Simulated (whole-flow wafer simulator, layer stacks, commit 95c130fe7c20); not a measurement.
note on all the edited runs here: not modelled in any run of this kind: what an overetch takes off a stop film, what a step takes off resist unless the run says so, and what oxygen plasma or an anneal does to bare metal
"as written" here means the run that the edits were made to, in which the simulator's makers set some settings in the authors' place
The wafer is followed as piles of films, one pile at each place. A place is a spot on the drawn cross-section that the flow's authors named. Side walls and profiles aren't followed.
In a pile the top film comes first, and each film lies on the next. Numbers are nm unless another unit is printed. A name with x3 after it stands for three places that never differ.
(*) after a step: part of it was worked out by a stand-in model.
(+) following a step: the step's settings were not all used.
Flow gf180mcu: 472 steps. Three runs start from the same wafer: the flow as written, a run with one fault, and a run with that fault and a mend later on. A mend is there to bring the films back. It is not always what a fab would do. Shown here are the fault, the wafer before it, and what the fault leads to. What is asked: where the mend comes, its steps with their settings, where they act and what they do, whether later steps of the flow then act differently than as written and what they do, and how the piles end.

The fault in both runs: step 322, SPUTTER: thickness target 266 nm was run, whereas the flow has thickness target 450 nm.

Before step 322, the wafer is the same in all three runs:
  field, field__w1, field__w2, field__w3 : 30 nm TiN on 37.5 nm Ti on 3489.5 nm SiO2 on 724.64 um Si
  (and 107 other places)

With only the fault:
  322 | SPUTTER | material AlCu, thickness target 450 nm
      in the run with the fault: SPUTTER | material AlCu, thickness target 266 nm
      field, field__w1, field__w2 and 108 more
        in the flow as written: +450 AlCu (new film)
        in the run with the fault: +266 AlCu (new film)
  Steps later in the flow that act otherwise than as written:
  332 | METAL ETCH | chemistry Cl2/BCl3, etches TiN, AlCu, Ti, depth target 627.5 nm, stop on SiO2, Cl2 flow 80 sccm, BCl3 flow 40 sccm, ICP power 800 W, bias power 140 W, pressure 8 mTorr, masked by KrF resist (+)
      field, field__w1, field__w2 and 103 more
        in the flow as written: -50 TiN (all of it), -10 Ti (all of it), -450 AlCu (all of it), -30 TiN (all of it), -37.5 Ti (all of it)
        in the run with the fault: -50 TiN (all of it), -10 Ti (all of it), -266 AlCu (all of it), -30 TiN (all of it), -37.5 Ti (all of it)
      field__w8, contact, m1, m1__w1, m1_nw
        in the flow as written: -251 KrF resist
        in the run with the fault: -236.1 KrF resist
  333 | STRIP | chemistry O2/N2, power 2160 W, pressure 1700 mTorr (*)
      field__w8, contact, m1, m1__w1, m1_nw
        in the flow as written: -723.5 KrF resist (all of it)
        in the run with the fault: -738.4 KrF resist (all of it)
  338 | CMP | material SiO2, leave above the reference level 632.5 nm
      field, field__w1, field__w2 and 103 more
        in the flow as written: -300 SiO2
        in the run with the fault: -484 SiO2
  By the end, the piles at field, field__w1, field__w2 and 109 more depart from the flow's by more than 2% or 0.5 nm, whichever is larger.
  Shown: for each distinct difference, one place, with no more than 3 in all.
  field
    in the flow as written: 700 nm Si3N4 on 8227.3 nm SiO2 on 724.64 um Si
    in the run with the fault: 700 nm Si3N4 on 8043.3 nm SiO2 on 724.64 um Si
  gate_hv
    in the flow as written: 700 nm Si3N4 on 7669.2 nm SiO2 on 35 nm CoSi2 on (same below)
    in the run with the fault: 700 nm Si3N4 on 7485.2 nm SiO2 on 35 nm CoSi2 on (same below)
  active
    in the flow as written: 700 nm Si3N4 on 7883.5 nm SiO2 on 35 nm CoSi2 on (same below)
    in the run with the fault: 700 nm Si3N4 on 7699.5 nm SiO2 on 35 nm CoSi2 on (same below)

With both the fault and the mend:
  After step 322 comes the mend.
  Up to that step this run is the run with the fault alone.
  322a | SPUTTER | material AlCu, thickness target 184 nm (the flow's step 322, run once more with other settings)
      field, field__w1, field__w2 and 108 more
        +184 AlCu
  Every later step of the flow that is run acts as written at every place that is followed.
  The piles end the same as the flow's at every place that both follow.
